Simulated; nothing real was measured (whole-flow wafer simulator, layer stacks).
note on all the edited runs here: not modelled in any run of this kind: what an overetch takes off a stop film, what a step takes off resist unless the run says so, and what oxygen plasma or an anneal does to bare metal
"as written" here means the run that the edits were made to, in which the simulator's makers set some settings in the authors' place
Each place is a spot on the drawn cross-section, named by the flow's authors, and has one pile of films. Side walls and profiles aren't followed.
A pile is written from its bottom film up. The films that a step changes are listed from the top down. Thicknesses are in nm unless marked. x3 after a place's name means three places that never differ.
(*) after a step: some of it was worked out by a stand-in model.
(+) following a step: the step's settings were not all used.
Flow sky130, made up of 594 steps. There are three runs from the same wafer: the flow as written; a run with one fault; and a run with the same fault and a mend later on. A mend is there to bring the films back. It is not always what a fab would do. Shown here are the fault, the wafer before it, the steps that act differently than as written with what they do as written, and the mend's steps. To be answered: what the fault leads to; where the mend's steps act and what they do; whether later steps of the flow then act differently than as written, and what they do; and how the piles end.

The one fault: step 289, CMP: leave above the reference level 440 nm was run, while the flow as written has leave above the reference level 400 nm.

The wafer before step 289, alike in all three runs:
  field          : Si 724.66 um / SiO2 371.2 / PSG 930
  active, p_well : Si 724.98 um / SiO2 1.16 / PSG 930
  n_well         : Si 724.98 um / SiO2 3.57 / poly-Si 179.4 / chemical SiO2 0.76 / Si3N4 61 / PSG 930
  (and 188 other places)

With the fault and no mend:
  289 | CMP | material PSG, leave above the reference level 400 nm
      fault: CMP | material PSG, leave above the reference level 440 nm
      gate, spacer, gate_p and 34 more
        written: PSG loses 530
        fault: PSG loses 490
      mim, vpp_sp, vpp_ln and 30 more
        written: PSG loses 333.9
        fault: PSG loses 293.9
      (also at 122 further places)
  Steps later in the flow that act otherwise than as written:
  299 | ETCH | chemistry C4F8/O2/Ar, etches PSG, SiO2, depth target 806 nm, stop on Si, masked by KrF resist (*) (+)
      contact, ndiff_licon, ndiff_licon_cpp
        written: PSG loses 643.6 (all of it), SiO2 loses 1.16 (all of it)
        fault: PSG loses 683.6 (all of it), SiO2 loses 1.16 (all of it)
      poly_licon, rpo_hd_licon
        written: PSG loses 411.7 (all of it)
        fault: PSG loses 451.7 (all of it)
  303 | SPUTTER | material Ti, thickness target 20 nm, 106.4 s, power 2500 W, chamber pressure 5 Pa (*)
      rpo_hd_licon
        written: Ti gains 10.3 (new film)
        fault: Ti gains 9.75 (new film)
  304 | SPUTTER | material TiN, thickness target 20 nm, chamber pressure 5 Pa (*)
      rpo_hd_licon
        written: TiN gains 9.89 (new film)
        fault: TiN gains 9.32 (new film)
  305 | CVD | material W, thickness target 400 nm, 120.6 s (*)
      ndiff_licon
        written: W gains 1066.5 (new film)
        fault: W gains 1107.5 (new film)
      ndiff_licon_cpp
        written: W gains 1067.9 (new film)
        fault: W gains 1108.7 (new film)
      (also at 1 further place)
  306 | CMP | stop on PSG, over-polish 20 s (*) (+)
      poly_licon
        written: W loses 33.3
        fault: nothing
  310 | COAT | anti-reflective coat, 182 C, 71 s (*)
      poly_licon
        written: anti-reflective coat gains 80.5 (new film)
        fault: anti-reflective coat gains 87.1 (new film)
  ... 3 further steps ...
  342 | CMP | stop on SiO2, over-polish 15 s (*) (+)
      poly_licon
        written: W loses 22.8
        fault: W loses 16.1
  At field, active, n_well and 190 more, the piles at the end differ from the flow's by more than 2% or 0.5 nm, whichever is larger.
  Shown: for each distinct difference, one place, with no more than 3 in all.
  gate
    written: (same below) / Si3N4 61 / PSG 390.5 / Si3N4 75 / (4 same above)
    fault: (same below) / Si3N4 61 / PSG 430.5 / Si3N4 75 / (4 same above)
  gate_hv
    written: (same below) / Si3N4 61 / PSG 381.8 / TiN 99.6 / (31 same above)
    fault: (same below) / Si3N4 61 / PSG 421.8 / TiN 99.6 / (31 same above)
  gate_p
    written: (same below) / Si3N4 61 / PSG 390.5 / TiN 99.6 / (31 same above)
    fault: (same below) / Si3N4 61 / PSG 430.5 / TiN 99.6 / (31 same above)

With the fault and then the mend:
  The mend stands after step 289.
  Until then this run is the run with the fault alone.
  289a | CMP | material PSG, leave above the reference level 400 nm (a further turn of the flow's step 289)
      field, active, n_well and 189 more
        PSG loses 40
  Later steps of the flow that are run all act as written at every place that is followed.
  The piles end the same as the flow's at every place that both follow.
